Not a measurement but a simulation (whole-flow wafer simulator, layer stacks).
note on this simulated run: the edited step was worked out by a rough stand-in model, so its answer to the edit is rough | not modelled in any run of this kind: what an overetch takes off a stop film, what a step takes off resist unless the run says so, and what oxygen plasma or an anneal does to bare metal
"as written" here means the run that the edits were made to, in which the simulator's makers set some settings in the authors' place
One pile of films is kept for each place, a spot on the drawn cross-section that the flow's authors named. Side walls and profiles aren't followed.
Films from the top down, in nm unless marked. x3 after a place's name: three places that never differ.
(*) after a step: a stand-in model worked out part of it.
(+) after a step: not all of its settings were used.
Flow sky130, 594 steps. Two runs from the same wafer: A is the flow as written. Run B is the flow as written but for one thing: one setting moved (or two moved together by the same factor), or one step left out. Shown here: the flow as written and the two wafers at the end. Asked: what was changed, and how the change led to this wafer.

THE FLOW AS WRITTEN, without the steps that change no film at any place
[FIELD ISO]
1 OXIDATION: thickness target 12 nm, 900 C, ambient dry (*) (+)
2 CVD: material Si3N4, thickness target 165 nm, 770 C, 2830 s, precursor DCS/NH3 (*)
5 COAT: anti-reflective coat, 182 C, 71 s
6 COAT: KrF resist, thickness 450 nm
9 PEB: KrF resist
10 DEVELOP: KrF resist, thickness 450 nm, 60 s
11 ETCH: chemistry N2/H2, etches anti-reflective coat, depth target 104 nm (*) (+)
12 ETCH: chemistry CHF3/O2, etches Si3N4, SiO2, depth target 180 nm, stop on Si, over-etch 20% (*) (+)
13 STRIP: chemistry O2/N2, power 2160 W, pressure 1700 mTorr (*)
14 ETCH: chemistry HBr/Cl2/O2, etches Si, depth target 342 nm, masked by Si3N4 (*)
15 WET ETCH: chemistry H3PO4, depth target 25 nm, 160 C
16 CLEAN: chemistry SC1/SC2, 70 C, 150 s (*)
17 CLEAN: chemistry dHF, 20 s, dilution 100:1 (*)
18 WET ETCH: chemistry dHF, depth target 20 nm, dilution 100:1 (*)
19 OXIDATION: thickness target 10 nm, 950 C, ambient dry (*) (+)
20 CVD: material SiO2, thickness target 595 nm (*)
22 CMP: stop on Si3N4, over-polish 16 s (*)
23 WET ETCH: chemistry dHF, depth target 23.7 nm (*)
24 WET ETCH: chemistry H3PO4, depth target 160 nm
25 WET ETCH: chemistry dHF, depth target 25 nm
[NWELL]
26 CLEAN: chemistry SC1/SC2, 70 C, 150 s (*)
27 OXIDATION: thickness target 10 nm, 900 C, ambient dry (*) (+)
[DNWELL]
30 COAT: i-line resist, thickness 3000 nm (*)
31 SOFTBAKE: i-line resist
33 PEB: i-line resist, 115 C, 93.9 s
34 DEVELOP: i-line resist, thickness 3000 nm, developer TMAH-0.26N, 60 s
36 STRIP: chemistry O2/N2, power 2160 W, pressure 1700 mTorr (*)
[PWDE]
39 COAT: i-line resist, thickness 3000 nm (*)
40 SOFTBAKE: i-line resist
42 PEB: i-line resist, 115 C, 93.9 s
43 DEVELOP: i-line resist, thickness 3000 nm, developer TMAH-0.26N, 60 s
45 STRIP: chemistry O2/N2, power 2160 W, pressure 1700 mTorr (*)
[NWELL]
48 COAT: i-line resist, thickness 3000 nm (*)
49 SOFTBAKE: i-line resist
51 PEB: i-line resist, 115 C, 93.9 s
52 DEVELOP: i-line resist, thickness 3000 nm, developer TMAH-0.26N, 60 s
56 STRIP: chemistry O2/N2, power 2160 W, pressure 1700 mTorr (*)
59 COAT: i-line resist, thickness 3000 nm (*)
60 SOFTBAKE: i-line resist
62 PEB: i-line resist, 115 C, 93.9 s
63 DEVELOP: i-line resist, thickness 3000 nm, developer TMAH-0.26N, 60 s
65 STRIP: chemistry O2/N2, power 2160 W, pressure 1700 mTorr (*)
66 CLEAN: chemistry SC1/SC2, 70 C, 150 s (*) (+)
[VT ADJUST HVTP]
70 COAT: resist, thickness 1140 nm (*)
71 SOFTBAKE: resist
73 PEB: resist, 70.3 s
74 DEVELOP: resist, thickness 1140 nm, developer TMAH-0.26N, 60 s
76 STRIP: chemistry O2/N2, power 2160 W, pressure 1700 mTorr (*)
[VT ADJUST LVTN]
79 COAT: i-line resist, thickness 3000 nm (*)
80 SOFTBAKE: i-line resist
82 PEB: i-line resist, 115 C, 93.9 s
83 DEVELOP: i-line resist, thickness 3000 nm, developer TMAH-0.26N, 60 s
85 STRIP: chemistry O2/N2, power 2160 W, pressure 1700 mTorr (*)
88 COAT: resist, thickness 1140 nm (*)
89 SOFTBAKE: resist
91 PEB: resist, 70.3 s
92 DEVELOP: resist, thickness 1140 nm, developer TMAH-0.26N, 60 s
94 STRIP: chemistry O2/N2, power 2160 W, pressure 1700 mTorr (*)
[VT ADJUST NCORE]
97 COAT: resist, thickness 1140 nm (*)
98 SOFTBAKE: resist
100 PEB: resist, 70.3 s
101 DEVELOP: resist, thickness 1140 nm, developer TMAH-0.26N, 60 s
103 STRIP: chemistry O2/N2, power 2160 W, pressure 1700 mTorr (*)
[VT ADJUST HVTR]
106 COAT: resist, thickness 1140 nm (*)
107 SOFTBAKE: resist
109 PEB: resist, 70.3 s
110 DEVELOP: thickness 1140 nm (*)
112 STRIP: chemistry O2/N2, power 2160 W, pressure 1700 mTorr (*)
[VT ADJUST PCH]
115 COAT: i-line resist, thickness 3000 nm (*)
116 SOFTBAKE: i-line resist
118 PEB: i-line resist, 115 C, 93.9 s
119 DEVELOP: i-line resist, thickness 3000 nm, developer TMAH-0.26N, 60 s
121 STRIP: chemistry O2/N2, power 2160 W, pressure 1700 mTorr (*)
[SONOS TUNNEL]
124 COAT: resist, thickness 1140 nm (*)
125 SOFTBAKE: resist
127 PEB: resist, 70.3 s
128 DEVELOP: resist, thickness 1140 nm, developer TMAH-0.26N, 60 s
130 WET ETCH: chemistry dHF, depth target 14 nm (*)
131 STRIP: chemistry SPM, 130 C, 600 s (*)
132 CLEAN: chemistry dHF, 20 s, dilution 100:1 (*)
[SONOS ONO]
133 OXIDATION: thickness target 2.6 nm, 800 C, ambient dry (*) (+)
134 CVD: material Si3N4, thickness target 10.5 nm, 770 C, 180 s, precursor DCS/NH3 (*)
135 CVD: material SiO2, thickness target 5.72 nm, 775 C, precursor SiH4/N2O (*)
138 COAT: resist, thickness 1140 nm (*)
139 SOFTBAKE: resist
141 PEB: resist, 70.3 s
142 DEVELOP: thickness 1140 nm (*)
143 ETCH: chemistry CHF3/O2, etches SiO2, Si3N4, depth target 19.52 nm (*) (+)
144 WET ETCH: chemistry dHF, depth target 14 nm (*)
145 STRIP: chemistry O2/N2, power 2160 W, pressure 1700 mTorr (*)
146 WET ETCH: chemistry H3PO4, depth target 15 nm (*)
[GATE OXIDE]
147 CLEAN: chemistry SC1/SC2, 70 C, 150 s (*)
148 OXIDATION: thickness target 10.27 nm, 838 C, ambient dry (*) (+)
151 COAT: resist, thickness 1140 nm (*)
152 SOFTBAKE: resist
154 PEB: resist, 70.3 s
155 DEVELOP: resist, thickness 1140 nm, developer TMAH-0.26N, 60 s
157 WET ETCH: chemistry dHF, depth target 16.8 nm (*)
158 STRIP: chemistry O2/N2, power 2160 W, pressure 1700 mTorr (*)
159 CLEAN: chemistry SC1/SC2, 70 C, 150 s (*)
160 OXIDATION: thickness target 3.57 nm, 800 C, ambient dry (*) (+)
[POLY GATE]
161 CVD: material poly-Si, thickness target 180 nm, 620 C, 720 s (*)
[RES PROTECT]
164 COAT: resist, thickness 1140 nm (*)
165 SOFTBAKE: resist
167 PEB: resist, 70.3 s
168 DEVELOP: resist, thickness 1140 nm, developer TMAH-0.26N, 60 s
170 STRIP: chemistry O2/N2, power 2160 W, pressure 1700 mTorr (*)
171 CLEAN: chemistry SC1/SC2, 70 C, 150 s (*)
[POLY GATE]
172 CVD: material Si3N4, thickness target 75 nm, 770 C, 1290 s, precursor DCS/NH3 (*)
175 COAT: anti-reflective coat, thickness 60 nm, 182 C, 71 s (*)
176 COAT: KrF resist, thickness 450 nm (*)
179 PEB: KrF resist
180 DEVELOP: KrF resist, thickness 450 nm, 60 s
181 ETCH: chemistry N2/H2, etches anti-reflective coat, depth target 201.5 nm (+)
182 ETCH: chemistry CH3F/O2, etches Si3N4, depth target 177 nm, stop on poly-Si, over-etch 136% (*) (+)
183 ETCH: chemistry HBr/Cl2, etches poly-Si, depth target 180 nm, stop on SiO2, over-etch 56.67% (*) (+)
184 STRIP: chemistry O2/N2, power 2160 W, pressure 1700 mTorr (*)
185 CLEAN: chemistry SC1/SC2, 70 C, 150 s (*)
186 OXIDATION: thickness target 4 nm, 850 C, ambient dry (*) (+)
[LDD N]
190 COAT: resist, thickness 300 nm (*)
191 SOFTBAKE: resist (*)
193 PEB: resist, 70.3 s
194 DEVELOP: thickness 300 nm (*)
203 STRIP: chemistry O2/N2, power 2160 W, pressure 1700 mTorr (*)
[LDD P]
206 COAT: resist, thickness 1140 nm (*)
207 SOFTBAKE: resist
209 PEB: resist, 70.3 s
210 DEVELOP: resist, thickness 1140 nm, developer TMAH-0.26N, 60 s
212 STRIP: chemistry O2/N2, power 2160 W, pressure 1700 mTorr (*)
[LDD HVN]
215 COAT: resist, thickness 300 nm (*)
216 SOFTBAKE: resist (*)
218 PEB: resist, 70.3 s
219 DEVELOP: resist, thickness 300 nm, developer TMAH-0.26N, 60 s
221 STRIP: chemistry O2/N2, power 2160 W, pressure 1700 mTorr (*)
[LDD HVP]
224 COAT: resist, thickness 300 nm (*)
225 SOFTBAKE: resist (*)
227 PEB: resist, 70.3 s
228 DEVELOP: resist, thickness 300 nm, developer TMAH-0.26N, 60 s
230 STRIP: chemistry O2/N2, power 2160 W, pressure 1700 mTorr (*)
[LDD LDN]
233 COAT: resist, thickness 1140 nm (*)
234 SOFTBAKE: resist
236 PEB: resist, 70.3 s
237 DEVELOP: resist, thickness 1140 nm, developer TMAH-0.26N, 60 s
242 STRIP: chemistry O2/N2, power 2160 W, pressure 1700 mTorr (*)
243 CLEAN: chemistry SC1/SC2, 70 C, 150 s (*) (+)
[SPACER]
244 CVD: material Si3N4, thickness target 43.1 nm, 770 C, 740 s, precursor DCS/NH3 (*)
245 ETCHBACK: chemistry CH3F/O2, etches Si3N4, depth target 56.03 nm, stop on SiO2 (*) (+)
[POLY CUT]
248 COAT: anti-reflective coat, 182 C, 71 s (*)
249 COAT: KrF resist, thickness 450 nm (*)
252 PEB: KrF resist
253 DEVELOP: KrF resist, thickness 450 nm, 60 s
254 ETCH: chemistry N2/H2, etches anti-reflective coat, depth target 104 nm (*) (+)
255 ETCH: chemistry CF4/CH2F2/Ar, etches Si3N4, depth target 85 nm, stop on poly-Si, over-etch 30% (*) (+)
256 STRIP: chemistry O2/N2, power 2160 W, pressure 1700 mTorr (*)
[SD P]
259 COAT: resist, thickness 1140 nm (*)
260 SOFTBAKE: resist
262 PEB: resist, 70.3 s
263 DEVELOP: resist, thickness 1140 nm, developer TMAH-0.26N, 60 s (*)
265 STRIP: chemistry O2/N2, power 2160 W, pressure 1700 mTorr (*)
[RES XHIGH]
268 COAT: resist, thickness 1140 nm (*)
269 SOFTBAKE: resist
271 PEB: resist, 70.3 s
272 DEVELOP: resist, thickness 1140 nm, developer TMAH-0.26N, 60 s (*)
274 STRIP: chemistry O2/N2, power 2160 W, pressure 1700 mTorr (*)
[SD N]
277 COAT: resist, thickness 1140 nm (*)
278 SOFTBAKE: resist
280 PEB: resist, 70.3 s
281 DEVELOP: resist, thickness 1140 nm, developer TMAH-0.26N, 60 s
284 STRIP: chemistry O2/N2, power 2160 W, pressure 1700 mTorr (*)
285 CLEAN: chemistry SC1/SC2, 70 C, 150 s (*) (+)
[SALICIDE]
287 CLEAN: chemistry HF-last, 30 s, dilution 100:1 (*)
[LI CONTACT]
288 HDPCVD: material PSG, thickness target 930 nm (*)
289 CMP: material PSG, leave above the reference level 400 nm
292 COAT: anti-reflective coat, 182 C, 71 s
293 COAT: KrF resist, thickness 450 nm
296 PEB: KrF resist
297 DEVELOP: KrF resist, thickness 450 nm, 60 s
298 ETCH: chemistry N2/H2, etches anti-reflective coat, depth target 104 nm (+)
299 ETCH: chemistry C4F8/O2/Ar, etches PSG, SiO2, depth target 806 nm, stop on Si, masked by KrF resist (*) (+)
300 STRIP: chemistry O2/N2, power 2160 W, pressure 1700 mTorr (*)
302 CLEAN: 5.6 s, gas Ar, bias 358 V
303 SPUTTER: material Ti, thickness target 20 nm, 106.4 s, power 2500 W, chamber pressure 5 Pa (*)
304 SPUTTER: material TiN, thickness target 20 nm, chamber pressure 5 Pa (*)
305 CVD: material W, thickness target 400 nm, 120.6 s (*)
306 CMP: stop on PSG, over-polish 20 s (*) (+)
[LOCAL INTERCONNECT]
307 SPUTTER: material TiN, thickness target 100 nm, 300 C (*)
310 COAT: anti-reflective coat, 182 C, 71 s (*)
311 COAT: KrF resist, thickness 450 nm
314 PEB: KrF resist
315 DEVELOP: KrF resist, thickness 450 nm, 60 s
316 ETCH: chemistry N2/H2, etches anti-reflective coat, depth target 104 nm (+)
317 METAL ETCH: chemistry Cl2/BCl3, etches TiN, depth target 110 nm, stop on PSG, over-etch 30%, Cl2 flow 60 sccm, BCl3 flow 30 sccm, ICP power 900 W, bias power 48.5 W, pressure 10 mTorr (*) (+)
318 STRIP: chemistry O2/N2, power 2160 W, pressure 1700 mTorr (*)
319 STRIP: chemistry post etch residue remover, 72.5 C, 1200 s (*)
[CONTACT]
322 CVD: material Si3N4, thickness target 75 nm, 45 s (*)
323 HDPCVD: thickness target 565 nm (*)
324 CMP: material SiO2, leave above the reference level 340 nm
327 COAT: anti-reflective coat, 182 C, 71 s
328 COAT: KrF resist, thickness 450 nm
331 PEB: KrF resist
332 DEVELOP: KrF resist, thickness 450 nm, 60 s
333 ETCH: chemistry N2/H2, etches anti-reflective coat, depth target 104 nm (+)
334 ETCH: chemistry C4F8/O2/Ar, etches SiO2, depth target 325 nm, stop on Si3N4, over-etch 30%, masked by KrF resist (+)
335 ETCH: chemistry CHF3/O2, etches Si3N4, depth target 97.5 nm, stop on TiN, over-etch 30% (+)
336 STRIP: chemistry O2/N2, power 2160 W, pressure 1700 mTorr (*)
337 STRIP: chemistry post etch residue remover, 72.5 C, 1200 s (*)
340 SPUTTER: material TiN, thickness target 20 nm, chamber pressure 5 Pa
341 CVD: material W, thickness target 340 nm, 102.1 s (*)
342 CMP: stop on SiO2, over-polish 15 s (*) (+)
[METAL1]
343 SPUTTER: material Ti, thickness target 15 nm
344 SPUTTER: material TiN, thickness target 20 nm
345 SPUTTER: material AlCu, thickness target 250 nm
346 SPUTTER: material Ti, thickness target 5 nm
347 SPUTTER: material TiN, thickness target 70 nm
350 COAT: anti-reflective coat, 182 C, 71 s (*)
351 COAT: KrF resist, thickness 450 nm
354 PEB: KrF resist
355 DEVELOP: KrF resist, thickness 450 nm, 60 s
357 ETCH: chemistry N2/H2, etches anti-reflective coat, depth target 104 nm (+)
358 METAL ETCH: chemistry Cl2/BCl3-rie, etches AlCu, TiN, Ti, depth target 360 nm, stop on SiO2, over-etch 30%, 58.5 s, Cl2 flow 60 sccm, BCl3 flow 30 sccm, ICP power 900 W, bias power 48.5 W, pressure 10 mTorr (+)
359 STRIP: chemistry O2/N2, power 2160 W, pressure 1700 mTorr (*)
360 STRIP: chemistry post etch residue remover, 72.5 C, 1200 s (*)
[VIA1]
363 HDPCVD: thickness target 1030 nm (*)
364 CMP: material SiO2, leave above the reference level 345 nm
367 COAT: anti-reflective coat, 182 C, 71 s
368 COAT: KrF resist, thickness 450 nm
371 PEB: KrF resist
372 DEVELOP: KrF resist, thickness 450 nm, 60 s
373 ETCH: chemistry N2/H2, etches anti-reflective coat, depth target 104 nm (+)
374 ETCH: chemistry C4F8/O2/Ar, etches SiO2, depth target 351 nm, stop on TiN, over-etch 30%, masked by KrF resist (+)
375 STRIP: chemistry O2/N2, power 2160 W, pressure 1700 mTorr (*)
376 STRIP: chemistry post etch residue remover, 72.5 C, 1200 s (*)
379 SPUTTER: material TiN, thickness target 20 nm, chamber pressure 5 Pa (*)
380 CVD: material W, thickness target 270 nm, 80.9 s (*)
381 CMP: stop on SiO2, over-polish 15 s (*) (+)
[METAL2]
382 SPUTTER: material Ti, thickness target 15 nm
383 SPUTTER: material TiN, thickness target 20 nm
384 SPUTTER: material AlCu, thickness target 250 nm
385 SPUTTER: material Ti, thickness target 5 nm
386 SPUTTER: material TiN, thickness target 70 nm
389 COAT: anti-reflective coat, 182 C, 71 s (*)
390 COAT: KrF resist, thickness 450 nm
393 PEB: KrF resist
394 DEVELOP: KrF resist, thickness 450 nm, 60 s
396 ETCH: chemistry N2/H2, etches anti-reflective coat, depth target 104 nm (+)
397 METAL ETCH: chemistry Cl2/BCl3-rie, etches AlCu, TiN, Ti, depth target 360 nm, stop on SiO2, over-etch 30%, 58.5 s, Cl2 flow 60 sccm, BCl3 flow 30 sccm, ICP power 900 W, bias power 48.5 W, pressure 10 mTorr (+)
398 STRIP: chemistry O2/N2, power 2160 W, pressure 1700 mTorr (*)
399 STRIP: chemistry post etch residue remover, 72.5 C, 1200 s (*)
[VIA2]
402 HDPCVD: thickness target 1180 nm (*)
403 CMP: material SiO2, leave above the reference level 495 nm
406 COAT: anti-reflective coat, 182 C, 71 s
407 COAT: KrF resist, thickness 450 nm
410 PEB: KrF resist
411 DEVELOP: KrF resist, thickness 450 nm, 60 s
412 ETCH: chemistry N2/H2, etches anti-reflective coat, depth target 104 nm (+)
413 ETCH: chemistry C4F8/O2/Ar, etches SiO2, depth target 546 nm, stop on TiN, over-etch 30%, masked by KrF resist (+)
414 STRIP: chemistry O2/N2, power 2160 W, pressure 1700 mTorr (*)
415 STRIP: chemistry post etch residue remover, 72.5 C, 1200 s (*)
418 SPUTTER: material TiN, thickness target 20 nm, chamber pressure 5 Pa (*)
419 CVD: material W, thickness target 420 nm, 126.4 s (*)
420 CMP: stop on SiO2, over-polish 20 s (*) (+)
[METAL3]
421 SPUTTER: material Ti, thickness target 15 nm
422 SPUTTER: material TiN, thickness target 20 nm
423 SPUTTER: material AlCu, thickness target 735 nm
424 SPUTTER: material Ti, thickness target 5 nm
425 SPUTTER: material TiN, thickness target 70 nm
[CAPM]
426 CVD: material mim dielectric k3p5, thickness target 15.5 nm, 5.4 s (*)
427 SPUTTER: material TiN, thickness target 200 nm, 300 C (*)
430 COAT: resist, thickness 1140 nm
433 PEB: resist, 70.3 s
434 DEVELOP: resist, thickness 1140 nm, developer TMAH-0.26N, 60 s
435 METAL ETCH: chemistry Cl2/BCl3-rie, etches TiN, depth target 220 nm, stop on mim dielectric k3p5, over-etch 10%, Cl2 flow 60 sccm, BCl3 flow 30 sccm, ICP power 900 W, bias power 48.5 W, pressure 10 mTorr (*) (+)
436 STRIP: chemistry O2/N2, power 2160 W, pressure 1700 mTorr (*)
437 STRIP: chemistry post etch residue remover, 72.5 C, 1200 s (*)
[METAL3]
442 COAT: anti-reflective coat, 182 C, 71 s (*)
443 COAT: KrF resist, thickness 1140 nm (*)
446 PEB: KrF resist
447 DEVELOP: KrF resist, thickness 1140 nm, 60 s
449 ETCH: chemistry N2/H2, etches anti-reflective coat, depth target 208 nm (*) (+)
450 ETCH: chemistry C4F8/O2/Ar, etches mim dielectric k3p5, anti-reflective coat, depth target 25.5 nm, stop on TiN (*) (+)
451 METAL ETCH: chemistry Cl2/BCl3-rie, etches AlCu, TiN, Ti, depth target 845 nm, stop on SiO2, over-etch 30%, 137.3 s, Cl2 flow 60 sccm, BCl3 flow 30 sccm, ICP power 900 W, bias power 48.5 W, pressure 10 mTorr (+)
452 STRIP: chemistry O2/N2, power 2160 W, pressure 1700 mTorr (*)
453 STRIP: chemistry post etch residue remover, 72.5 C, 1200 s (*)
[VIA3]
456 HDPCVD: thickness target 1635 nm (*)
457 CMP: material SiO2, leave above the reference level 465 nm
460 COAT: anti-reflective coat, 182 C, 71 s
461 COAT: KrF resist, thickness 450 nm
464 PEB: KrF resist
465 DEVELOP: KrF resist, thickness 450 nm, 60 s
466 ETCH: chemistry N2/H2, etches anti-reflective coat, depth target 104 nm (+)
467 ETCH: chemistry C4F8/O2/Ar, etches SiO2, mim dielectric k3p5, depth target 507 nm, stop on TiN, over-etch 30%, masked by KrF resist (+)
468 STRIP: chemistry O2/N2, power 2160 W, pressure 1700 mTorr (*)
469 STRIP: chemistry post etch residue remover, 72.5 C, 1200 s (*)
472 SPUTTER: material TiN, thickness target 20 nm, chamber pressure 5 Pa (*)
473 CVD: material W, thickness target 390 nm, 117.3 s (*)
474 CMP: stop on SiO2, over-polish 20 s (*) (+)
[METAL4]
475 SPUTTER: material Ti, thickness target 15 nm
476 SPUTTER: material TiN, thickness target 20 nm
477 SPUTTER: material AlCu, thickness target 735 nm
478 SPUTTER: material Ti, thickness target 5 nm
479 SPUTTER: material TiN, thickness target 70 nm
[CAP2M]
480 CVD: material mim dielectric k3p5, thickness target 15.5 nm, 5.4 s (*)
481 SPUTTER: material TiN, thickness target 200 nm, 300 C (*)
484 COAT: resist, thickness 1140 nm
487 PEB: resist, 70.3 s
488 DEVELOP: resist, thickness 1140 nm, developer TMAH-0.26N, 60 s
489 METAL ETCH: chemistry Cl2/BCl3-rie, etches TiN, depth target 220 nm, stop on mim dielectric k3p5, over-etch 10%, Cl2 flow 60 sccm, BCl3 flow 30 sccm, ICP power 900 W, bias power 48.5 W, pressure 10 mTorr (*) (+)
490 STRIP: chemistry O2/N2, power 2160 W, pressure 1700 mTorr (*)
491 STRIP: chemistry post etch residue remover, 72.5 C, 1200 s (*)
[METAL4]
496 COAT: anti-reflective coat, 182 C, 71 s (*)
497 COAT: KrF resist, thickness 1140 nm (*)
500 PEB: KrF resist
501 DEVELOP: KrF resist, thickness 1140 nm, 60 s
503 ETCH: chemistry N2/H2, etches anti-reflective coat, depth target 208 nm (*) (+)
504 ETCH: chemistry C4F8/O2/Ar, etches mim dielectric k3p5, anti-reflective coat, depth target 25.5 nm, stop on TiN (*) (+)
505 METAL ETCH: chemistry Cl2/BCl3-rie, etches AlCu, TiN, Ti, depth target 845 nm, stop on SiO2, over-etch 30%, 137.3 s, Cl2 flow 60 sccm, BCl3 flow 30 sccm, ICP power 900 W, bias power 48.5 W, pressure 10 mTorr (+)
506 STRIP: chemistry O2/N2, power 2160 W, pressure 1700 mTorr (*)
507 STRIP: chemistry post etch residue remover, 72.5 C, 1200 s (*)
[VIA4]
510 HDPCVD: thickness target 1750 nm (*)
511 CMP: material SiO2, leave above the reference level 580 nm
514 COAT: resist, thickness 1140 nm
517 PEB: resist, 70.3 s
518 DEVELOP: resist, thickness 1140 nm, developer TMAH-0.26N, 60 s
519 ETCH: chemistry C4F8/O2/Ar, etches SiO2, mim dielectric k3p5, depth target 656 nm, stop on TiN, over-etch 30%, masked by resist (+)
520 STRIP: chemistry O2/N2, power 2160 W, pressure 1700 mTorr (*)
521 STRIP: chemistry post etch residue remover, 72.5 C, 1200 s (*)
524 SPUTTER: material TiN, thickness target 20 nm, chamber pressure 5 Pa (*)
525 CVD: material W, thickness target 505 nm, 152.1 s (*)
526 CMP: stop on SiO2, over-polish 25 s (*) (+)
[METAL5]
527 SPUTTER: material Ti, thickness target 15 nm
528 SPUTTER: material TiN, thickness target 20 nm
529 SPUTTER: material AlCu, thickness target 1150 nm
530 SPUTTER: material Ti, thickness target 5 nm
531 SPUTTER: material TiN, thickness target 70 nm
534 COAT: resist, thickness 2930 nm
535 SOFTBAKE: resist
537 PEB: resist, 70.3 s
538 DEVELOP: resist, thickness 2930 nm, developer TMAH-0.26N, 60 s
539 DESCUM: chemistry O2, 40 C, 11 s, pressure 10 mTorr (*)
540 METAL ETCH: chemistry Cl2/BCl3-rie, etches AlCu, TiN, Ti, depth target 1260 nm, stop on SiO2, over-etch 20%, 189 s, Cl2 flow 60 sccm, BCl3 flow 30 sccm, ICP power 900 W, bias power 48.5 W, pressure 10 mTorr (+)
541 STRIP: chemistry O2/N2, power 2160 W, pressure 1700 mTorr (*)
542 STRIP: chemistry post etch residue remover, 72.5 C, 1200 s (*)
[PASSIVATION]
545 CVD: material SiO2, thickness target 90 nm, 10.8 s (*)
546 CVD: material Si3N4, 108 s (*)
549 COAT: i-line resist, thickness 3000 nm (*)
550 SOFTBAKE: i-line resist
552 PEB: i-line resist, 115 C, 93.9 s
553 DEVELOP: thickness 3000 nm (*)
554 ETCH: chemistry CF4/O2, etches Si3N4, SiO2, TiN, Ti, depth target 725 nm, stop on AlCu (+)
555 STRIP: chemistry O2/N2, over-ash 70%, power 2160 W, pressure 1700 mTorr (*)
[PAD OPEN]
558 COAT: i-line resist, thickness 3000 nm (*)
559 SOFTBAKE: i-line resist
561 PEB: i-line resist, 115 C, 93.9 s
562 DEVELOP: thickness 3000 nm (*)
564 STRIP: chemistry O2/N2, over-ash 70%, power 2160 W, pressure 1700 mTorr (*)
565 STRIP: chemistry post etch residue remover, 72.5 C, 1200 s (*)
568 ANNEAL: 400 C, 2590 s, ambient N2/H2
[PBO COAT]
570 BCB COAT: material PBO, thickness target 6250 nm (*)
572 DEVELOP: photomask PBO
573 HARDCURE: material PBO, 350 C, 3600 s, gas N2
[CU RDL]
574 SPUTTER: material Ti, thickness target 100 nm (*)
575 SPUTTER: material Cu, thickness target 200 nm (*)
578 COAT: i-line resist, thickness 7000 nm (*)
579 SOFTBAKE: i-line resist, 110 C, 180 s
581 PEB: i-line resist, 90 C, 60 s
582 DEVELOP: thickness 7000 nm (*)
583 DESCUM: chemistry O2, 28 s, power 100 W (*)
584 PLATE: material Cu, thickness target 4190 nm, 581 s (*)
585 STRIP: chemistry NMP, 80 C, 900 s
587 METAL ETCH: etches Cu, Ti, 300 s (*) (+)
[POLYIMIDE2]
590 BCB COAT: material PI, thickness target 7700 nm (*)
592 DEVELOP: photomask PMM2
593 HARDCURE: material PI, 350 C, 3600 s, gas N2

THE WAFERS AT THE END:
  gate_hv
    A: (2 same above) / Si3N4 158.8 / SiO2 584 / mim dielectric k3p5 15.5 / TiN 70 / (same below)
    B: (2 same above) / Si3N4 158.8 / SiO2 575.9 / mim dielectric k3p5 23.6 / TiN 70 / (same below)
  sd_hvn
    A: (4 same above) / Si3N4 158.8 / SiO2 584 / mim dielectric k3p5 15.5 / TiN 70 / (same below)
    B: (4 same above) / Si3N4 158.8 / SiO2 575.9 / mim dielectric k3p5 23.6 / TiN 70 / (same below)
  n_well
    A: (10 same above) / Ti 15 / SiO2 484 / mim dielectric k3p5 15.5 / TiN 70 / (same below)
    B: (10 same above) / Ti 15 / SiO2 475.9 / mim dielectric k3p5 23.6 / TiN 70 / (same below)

The cause: step 480, CVD: thickness target 23.6 nm was run, where the flow has thickness target 15.5 nm; step 480, CVD: 8.23 s was run, where the flow has 5.4 s.
It can be read off the wafer: gate_hv has mim dielectric k3p5 23.6, and step 480 as written asks for 15.5 nm.

How the change led to this, step by step:
  480 CVD: material mim dielectric k3p5, thickness target 15.5 nm, 5.4 s (*)
      field, active, n_well and 189 more: A mim dielectric k3p5 +15.5 (new film) | B mim dielectric k3p5 +23.6 (new film)
  504 ETCH: chemistry C4F8/O2/Ar, etches mim dielectric k3p5, anti-reflective coat, depth target 25.5 nm, stop on TiN (*) (+)
      n_well, p_well, gate_hv and 102 more: A KrF resist -15.5 | B KrF resist -17
      field, active, gate and 85 more: A mim dielectric k3p5 -15.5 (all of it) | B mim dielectric k3p5 -23.6 (all of it)
  519 ETCH: chemistry C4F8/O2/Ar, etches SiO2, mim dielectric k3p5, depth target 656 nm, stop on TiN, over-etch 30%, masked by resist (+)
      m1: A SiO2 -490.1 (all of it), mim dielectric k3p5 -15.5 (all of it) | B SiO2 -482 (all of it), mim dielectric k3p5 -23.6 (all of it)
      via4_hole: A SiO2 -489.5 (all of it), mim dielectric k3p5 -15.5 (all of it) | B SiO2 -481.4 (all of it), mim dielectric k3p5 -23.6 (all of it)
